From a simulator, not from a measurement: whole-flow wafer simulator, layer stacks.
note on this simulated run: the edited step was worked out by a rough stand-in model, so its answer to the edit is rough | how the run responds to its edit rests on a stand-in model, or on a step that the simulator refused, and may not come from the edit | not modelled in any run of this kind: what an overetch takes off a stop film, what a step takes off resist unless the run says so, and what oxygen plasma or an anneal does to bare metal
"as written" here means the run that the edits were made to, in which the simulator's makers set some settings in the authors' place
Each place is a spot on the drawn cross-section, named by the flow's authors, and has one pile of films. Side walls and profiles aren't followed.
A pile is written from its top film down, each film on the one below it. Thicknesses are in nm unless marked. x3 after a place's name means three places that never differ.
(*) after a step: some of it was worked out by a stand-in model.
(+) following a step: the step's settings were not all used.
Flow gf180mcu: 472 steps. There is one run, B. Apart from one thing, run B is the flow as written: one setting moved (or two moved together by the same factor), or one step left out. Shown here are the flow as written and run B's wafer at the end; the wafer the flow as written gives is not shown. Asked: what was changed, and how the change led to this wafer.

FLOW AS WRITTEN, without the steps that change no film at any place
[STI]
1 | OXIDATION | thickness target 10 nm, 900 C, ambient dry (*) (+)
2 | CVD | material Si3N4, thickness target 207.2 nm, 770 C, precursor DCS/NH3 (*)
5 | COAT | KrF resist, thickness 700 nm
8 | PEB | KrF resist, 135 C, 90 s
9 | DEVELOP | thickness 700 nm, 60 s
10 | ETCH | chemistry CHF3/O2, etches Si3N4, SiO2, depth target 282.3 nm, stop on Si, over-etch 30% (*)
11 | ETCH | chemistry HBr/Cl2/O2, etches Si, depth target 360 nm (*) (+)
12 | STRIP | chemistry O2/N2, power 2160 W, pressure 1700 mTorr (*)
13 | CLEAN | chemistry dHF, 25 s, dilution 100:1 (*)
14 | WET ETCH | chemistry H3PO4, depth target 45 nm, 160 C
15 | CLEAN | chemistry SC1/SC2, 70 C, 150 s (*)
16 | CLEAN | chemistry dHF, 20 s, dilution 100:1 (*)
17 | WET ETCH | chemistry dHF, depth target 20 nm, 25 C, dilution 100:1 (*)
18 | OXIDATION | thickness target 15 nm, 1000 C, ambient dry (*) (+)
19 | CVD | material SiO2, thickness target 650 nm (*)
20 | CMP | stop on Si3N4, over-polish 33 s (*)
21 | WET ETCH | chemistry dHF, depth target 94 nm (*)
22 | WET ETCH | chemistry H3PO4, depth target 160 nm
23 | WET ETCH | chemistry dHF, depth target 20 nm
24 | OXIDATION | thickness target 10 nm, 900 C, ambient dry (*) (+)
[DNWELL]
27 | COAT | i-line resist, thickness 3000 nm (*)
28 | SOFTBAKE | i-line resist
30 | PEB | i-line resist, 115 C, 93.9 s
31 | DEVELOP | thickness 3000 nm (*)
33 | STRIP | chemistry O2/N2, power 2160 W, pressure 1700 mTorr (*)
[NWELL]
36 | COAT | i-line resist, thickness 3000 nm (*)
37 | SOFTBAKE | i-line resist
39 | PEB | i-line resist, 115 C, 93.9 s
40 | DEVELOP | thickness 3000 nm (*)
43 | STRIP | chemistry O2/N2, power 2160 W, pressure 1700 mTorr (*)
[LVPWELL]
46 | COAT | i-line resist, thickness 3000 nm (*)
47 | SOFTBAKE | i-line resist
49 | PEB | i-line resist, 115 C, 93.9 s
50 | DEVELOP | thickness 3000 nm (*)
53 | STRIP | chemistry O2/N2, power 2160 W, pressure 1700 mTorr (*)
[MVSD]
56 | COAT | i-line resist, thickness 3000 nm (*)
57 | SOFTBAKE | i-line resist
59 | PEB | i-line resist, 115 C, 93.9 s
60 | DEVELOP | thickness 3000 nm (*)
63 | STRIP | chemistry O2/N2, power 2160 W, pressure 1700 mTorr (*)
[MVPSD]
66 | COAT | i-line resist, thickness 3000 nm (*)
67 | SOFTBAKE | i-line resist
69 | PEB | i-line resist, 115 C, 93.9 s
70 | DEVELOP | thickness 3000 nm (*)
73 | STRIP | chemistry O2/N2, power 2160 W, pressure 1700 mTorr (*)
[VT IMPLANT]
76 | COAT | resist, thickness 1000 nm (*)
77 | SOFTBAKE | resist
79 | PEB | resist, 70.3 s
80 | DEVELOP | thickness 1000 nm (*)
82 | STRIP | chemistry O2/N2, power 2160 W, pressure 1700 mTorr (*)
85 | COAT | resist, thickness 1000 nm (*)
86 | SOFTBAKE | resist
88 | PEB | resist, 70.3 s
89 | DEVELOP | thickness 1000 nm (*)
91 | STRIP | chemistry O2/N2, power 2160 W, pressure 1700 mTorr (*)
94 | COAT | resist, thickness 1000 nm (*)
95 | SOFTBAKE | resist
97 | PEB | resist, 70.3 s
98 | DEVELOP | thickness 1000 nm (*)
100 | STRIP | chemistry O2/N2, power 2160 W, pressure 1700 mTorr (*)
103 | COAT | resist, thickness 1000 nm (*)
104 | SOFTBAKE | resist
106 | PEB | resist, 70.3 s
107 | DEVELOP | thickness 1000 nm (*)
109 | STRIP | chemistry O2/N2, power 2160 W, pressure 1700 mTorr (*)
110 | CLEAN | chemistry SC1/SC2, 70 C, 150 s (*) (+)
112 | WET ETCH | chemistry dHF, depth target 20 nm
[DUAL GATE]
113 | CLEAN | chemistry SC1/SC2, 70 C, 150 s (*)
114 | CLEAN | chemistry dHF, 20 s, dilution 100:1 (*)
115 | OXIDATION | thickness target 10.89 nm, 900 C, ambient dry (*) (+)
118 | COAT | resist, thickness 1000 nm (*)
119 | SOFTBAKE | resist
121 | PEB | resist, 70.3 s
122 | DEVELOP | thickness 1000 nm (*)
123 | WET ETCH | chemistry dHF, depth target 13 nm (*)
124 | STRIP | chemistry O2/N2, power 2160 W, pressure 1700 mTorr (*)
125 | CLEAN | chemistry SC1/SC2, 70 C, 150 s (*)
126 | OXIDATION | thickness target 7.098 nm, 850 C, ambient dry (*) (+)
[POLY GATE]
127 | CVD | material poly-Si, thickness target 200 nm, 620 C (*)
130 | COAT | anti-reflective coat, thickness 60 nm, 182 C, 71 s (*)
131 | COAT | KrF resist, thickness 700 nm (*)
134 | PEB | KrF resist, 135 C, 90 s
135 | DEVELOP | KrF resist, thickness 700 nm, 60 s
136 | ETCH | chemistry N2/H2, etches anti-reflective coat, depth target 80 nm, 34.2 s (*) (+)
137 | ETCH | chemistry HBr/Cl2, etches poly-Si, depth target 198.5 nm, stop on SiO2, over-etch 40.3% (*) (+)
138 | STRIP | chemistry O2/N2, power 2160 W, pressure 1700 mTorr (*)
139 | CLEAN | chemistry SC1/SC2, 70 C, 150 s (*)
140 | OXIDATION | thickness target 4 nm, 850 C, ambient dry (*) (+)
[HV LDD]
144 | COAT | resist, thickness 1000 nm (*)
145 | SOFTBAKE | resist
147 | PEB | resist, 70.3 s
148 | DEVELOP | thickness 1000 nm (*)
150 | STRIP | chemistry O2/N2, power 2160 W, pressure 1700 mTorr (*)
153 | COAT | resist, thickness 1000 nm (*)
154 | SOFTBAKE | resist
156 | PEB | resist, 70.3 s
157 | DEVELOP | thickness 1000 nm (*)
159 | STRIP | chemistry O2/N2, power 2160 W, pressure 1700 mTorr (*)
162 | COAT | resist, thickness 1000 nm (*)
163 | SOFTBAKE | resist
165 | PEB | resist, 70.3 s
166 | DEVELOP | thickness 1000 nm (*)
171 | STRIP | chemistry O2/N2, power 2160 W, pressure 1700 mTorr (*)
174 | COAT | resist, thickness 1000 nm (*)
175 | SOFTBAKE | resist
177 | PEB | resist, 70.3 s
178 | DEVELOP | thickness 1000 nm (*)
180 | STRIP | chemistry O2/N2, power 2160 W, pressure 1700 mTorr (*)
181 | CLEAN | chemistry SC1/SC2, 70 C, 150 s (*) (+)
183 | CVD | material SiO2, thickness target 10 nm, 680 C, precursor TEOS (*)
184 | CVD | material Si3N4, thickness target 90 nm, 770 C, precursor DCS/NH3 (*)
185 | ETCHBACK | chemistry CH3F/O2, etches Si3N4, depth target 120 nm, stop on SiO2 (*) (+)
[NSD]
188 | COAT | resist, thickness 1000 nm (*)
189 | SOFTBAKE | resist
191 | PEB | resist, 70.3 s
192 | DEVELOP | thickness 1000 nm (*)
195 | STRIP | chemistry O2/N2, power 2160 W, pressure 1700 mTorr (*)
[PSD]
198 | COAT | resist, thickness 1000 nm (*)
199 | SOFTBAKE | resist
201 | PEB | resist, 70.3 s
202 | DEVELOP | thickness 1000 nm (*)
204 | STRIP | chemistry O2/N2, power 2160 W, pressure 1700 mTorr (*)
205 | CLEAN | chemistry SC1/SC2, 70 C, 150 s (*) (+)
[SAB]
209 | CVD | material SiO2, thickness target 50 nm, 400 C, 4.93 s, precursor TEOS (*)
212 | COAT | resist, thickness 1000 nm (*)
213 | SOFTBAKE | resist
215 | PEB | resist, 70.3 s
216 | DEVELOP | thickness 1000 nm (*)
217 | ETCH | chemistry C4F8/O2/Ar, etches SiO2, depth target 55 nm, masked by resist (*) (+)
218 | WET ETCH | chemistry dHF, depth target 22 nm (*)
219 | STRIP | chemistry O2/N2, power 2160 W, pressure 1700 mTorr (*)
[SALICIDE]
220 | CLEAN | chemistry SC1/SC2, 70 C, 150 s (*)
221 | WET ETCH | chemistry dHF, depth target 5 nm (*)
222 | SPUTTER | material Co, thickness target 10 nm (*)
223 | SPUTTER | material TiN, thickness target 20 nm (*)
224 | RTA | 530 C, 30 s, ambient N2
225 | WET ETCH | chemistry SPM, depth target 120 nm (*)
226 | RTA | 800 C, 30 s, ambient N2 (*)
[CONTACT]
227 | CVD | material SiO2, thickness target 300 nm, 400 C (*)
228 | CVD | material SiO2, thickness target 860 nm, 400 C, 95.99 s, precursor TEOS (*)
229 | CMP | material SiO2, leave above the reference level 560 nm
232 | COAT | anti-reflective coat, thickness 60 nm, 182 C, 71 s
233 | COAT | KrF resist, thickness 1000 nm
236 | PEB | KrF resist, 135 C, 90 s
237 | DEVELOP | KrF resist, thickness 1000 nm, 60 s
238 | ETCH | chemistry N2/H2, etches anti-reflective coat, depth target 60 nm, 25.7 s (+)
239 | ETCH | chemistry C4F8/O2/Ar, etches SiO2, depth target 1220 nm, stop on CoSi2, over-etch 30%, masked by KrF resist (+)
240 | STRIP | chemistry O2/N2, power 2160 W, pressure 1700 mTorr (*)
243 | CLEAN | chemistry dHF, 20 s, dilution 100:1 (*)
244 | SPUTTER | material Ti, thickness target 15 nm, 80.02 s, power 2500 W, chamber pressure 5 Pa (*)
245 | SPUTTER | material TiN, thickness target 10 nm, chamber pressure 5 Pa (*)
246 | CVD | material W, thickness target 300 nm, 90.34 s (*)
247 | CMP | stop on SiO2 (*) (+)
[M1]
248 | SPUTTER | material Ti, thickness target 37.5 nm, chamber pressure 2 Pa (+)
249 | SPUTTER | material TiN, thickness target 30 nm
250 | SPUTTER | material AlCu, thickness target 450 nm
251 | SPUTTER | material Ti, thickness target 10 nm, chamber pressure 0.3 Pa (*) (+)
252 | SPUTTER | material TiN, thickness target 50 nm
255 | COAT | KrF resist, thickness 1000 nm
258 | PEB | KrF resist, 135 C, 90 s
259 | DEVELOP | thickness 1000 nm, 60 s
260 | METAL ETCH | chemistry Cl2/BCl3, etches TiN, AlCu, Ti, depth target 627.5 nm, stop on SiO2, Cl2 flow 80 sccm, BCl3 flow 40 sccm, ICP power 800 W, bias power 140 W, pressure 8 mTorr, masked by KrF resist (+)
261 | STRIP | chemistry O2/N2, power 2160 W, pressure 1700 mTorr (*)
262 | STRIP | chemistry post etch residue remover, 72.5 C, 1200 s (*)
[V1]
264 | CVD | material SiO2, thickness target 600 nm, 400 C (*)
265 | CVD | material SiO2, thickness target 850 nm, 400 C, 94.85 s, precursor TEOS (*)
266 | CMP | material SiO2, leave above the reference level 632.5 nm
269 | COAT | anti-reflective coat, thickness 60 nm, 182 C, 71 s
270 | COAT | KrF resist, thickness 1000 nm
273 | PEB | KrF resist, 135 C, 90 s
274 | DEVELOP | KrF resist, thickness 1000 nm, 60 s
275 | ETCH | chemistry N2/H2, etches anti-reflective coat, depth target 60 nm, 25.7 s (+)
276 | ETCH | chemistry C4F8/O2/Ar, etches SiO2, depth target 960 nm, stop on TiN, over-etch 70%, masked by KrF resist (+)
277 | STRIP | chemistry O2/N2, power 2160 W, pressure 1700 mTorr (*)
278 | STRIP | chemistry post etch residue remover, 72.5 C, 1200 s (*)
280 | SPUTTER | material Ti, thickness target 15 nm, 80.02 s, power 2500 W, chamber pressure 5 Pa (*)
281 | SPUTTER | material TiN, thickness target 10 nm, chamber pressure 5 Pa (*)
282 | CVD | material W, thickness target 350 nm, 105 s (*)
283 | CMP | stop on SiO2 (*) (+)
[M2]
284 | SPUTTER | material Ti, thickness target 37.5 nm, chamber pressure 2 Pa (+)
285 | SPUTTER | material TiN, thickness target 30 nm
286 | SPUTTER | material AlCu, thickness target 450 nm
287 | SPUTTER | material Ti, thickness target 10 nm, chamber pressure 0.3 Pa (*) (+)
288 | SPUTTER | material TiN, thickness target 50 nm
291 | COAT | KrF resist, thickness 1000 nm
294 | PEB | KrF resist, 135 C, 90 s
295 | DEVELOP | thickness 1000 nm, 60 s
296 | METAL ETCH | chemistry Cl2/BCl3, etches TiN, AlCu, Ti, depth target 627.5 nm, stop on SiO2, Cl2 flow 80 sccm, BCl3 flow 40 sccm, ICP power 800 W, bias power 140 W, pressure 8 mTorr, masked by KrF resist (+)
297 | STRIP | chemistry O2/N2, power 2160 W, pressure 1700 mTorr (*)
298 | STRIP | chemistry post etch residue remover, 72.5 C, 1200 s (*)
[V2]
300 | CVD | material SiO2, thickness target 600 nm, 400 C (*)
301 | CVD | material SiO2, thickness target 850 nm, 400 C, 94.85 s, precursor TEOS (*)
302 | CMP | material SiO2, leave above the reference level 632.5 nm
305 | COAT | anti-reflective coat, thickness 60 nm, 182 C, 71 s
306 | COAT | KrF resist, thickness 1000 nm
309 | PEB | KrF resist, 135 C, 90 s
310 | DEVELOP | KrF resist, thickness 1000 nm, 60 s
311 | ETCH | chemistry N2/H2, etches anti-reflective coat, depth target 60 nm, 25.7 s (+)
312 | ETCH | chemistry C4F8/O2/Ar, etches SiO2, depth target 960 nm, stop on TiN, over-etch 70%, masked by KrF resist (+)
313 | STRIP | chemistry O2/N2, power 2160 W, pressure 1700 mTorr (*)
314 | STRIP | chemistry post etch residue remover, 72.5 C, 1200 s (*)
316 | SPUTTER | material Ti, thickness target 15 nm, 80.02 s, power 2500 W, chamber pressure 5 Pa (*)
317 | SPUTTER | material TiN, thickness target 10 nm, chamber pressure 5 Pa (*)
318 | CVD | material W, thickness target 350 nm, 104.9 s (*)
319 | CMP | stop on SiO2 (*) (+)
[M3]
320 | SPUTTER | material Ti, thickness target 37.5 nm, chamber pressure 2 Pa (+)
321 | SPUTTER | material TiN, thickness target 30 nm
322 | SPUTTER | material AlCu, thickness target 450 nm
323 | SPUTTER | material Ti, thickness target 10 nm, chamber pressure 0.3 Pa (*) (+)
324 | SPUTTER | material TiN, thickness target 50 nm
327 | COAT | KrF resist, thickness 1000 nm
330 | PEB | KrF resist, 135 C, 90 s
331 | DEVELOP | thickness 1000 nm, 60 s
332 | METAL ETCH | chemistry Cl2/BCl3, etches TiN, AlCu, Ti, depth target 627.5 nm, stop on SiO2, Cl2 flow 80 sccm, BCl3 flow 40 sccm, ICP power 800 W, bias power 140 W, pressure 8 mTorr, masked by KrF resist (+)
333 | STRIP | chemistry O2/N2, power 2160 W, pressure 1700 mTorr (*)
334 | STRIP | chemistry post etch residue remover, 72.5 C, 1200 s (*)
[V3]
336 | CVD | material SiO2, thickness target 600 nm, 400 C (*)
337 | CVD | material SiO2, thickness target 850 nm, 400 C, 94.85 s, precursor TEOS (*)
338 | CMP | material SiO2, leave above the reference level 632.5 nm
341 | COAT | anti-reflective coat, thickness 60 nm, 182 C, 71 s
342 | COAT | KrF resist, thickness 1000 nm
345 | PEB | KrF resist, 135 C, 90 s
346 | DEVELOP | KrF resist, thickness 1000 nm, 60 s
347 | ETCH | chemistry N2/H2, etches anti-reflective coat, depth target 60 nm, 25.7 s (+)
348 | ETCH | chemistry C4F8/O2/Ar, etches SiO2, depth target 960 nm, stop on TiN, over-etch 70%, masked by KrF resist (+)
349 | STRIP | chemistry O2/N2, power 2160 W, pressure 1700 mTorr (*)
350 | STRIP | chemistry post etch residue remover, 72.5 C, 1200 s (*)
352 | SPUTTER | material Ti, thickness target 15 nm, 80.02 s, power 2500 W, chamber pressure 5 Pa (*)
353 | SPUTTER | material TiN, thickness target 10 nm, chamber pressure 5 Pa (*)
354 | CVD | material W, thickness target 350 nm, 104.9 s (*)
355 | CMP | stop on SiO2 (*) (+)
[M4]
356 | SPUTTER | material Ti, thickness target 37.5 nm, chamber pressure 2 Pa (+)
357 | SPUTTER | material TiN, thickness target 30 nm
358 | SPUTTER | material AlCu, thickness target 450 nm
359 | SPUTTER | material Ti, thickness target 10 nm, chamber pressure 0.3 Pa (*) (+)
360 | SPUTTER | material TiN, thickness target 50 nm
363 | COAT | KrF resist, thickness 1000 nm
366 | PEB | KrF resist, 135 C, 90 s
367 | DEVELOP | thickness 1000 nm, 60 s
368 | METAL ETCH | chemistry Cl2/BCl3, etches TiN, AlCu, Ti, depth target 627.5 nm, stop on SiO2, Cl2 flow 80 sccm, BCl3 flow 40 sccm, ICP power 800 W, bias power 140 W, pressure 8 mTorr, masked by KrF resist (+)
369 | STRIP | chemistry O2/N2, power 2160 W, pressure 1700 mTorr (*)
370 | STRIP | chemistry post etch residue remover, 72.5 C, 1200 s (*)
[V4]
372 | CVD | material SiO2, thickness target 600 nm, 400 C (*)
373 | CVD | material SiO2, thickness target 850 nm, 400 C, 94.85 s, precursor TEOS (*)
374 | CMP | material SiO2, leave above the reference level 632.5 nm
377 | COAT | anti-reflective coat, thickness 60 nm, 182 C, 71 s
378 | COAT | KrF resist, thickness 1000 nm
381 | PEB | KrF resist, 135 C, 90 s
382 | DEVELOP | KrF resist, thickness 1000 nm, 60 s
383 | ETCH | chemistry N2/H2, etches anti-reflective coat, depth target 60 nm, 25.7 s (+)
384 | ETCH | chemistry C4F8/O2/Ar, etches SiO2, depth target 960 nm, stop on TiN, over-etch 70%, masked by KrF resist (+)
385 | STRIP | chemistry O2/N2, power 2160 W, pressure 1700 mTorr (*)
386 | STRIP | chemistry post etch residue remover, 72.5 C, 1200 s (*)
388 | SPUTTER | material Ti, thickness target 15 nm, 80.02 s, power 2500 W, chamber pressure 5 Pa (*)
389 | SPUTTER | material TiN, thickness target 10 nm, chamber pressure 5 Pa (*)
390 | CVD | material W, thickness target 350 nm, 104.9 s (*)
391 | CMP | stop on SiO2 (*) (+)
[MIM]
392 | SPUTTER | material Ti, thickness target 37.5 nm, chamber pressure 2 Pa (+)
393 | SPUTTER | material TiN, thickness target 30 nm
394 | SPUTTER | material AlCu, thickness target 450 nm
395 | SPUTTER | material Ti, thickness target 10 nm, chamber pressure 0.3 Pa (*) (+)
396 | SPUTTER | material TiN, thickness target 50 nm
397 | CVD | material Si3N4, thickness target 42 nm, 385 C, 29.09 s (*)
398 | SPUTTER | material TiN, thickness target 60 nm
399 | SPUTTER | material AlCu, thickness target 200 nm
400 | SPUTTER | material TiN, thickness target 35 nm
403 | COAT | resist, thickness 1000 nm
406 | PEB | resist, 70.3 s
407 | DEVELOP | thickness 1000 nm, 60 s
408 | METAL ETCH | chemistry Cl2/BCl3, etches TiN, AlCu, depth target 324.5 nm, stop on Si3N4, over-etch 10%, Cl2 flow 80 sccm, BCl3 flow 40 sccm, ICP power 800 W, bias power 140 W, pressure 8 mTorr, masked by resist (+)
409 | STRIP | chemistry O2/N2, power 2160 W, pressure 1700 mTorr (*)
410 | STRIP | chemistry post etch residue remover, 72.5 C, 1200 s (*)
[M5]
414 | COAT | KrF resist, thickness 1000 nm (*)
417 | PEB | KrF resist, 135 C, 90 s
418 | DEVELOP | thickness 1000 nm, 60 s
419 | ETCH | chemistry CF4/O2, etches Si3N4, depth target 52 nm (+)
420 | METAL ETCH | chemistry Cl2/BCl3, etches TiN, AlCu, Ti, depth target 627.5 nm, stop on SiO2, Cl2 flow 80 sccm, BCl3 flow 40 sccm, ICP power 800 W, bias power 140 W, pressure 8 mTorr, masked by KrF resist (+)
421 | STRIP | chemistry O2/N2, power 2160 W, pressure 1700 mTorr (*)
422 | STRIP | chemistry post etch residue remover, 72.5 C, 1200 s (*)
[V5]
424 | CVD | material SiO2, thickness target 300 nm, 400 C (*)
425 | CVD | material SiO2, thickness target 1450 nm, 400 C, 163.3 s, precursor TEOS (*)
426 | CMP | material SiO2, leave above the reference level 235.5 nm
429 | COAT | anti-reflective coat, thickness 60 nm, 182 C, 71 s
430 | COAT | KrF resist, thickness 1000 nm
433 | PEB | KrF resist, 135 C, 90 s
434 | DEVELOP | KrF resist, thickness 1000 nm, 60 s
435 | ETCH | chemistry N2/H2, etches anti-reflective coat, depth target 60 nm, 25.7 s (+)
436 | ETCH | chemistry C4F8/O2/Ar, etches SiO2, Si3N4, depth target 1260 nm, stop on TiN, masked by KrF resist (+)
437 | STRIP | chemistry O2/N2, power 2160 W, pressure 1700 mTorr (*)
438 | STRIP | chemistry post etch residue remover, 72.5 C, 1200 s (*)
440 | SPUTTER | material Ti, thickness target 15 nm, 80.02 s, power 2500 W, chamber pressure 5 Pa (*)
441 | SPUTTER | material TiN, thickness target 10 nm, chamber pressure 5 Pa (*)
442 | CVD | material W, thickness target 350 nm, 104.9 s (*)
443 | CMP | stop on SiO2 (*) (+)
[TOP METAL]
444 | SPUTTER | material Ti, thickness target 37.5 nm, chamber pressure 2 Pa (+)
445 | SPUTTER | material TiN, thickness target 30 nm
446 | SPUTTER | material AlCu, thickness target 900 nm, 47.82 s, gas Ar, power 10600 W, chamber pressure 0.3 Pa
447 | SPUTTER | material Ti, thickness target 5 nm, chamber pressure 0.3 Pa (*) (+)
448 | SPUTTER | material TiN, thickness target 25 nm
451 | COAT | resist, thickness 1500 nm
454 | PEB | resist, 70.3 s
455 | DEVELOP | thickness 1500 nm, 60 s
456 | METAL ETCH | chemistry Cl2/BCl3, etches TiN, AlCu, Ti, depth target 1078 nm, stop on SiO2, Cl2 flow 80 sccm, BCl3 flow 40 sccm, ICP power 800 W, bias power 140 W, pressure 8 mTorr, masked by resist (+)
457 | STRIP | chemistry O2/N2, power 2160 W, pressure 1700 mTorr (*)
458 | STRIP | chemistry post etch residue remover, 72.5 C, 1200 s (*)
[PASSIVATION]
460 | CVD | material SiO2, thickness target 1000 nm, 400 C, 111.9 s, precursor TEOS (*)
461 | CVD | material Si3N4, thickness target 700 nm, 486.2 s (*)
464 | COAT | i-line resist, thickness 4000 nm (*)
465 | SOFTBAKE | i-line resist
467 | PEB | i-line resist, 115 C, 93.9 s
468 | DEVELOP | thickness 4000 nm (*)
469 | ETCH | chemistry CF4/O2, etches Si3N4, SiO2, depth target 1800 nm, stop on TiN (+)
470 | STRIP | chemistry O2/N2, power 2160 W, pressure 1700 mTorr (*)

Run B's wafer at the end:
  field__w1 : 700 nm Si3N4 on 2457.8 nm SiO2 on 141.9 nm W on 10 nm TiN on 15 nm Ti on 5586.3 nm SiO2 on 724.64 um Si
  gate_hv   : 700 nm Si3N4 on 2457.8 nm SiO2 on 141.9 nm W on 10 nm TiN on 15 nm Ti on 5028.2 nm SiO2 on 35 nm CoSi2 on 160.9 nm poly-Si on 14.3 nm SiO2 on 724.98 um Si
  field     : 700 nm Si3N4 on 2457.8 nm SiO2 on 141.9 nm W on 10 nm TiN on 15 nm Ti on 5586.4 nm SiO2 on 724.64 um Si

What caused this: step 373, CVD: thickness target 340 nm was run, though the flow has thickness target 850 nm; step 373, CVD: 37.94 s was run, where the flow has 94.85 s.

The path from the change to this, step by step:
  373 | CVD | material SiO2, thickness target 850 nm, 400 C, 94.85 s, precursor TEOS (*)
      field, field__w1, field__w2 and 108 more: +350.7 SiO2 (as written it would have been: +850 SiO2)
  374 | CMP | material SiO2, leave above the reference level 632.5 nm
      field, field__w1, field__w2 and 103 more: nothing (as written it would have been: -300 SiO2)
      field__w8, contact, m1, m1__w1, m1_nw: -377.7 SiO2 (as written it would have been: -877.1 SiO2)
  377 | COAT | anti-reflective coat, thickness 60 nm, 182 C, 71 s
      p_well, sti, spacer, sd_n, mim_1p0, pad, dice_street: +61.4 anti-reflective coat (new film) (as written it would have been: +60 anti-reflective coat (new film))
      active_hv, nw_enc_fld_lv: +42 anti-reflective coat (new film) (as written it would have been: +60 anti-reflective coat (new film))
      (also at 22 further places)
  378 | COAT | KrF resist, thickness 1000 nm
      contact, m1_nw: +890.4 KrF resist (new film) (as written it would have been: +1000 KrF resist (new film))
      field: +959.3 KrF resist (new film) (as written it would have been: +1000 KrF resist (new film))
      (also at 13 further places)
  381 | PEB | KrF resist, 135 C, 90 s
      contact, m1_nw: -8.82 KrF resist (as written it would have been: -10.5 KrF resist)
      n_well: -9.47 KrF resist (as written it would have been: -10.5 KrF resist)
      (also at 8 further places)
  382 | DEVELOP | KrF resist, thickness 1000 nm, 60 s
      contact: -881.6 KrF resist (all of it) (as written it would have been: -989.5 KrF resist (all of it))
  383 | ETCH | chemistry N2/H2, etches anti-reflective coat, depth target 60 nm, 25.7 s (+)
      contact: -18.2 anti-reflective coat (all of it), -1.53 SiO2 (as written it would have been: -60 anti-reflective coat (all of it), -0.46 SiO2)
  385 | STRIP | chemistry O2/N2, power 2160 W, pressure 1700 mTorr (*)
      p_well, sti, spacer, sd_n, mim_1p0, pad, dice_street: -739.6 KrF resist (all of it), -61.4 anti-reflective coat (all of it) (as written it would have been: -739.2 KrF resist (all of it), -60 anti-reflective coat (all of it))
      field: -698.9 KrF resist (all of it), -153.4 anti-reflective coat (all of it) (as written it would have been: -739.2 KrF resist (all of it), -60 anti-reflective coat (all of it))
      (also at 22 further places)
  388 | SPUTTER | material Ti, thickness target 15 nm, 80.02 s, power 2500 W, chamber pressure 5 Pa (*)
      contact: +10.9 Ti (new film) (as written it would have been: +9.65 Ti (new film))
  389 | SPUTTER | material TiN, thickness target 10 nm, chamber pressure 5 Pa (*)
      contact: +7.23 TiN (new film) (as written it would have been: +6.4 TiN (new film))
  390 | CVD | material W, thickness target 350 nm, 104.9 s (*)
      contact: +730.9 W (new film) (as written it would have been: +932.3 W (new film))
  391 | CMP | stop on SiO2 (*) (+)
      field, field__w1, field__w2 and 103 more: -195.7 W (as written it would have been: -350 W (all of it), -10 TiN (all of it), -15 Ti (all of it), -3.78 SiO2)
      field__w8, m1, m1__w1, m1_nw: -350 W (all of it), -10 TiN (all of it), -15 Ti (all of it), -20 SiO2 (as written it would have been: -350 W (all of it), -10 TiN (all of it), -15 Ti (all of it), -3.78 SiO2)
      (also at 1 further place)
  420 | METAL ETCH | chemistry Cl2/BCl3, etches TiN, AlCu, Ti, depth target 627.5 nm, stop on SiO2, Cl2 flow 80 sccm, BCl3 flow 40 sccm, ICP power 800 W, bias power 140 W, pressure 8 mTorr, masked by KrF resist (+)
      field, field__w1, field__w2 and 101 more: -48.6 TiN (all of it), -10 Ti (all of it), -450 AlCu (all of it), -30 TiN (all of it), -37.5 Ti (all of it), -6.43 W (as written it would have been: -48.6 TiN (all of it), -10 Ti (all of it), -450 AlCu (all of it), -30 TiN (all of it), -37.5 Ti (all of it))
  422 | STRIP | chemistry post etch residue remover, 72.5 C, 1200 s (*)
      field, field__w1, field__w2 and 101 more: -6.01 W (as written it would have been: nothing)
  424 | CVD | material SiO2, thickness target 300 nm, 400 C (*)
      field, field__w1, field__w2 and 101 more: +300 SiO2 (new film) (as written it would have been: +300 SiO2)
  426 | CMP | material SiO2, leave above the reference level 235.5 nm
      field, field__w1, field__w5 and 92 more: -288.4 SiO2 (as written it would have been: -300.8 SiO2)
      field__w2, field__w3, field__w12 and 6 more: -259.7 SiO2 (as written it would have been: -272.7 SiO2)
Taking metal films that touch as one body, field__w1 has 1 body; the flow as written gives 0 bodies.
Taking metal films that touch as one body, gate_hv has 2 bodies (between them, from the top down: SiO2 5028.2); the flow as written gives 1 body.
Taking metal films that touch as one body, field has 1 body; the flow as written gives 0 bodies.
